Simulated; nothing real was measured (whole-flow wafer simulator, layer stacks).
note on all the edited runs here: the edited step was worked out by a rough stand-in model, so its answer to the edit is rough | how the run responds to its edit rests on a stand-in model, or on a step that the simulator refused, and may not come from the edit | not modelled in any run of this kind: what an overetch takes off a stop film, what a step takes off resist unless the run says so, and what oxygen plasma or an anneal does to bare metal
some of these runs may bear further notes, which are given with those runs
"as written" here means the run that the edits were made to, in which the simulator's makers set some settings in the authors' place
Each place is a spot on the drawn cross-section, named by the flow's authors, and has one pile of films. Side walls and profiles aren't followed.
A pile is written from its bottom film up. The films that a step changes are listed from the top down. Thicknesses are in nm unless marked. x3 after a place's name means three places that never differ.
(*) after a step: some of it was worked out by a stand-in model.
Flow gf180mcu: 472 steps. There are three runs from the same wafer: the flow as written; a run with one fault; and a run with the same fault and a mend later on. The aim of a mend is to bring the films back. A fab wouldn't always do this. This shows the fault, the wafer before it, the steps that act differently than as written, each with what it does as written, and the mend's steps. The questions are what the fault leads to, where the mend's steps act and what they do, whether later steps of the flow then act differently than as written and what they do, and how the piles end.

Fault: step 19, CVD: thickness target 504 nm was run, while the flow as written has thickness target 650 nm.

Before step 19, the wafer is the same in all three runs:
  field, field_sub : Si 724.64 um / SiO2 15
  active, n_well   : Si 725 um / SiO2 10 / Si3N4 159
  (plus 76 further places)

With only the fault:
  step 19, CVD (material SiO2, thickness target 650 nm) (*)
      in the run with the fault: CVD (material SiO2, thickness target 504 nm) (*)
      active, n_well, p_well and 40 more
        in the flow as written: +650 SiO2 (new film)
        in the run with the fault: +504 SiO2 (new film)
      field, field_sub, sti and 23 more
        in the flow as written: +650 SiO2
        in the run with the fault: +504 SiO2
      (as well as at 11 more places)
  Later steps of the flow acting differently than as written (not shown: 88 more steps that differ only slightly, by at most 2% or 0.5 nm, whichever is larger):
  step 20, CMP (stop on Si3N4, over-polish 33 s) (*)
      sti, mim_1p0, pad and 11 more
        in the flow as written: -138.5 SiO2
        in the run with the fault: nothing
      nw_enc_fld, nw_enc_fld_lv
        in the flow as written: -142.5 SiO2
        in the run with the fault: nothing
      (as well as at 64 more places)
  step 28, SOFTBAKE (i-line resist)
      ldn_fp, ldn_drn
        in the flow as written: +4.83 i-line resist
        in the run with the fault: +3.56 i-line resist
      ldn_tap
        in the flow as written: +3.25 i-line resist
        in the run with the fault: +2.4 i-line resist
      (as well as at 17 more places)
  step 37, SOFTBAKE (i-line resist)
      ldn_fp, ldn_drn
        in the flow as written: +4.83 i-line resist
        in the run with the fault: +3.56 i-line resist
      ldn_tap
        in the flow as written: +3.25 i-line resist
        in the run with the fault: +2.4 i-line resist
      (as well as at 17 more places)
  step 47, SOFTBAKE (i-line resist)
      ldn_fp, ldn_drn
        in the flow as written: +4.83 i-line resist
        in the run with the fault: +3.56 i-line resist
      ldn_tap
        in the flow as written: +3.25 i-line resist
        in the run with the fault: +2.4 i-line resist
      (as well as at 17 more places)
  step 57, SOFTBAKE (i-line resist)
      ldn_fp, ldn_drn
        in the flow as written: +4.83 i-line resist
        in the run with the fault: +3.56 i-line resist
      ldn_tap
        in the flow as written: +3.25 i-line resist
        in the run with the fault: +2.4 i-line resist
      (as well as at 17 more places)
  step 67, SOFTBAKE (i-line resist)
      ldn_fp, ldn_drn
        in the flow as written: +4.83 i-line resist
        in the run with the fault: +3.56 i-line resist
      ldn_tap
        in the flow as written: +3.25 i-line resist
        in the run with the fault: +2.4 i-line resist
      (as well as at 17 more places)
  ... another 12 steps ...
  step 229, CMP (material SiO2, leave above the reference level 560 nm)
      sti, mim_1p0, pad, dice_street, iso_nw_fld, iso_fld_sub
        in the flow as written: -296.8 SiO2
        in the run with the fault: -289.3 SiO2
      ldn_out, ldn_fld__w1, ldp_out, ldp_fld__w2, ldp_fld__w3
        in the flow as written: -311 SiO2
        in the run with the fault: -303.5 SiO2
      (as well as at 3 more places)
  At polyc_n, polyc_n_rim, polyc_p, polyc_p_rim, the piles at the end differ from the flow's by more than 2% or 0.5 nm, whichever is larger.
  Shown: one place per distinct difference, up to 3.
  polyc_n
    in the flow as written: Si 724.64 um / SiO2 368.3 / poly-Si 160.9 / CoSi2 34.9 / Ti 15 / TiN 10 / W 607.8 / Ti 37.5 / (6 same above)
    in the run with the fault: Si 724.64 um / SiO2 360.8 / poly-Si 160.9 / CoSi2 34.9 / Ti 15 / TiN 10 / W 615.3 / Ti 37.5 / (6 same above)
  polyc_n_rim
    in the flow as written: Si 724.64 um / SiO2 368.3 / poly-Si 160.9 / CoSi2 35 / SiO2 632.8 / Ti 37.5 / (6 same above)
    in the run with the fault: Si 724.64 um / SiO2 360.8 / poly-Si 160.9 / CoSi2 35 / SiO2 640.3 / Ti 37.5 / (6 same above)

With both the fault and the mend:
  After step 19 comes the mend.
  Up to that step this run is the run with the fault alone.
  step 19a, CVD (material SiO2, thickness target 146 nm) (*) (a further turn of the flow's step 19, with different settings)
      field, field_sub, active and 77 more
        +146 SiO2
  None of the later steps of the flow differs from how it acts as written, at any place that is followed, by more than 2% or 0.5 nm, whichever is larger.
  The piles end only slightly different from the flow's at the places that both follow, by no more than 2% or 0.5 nm, whichever is larger.
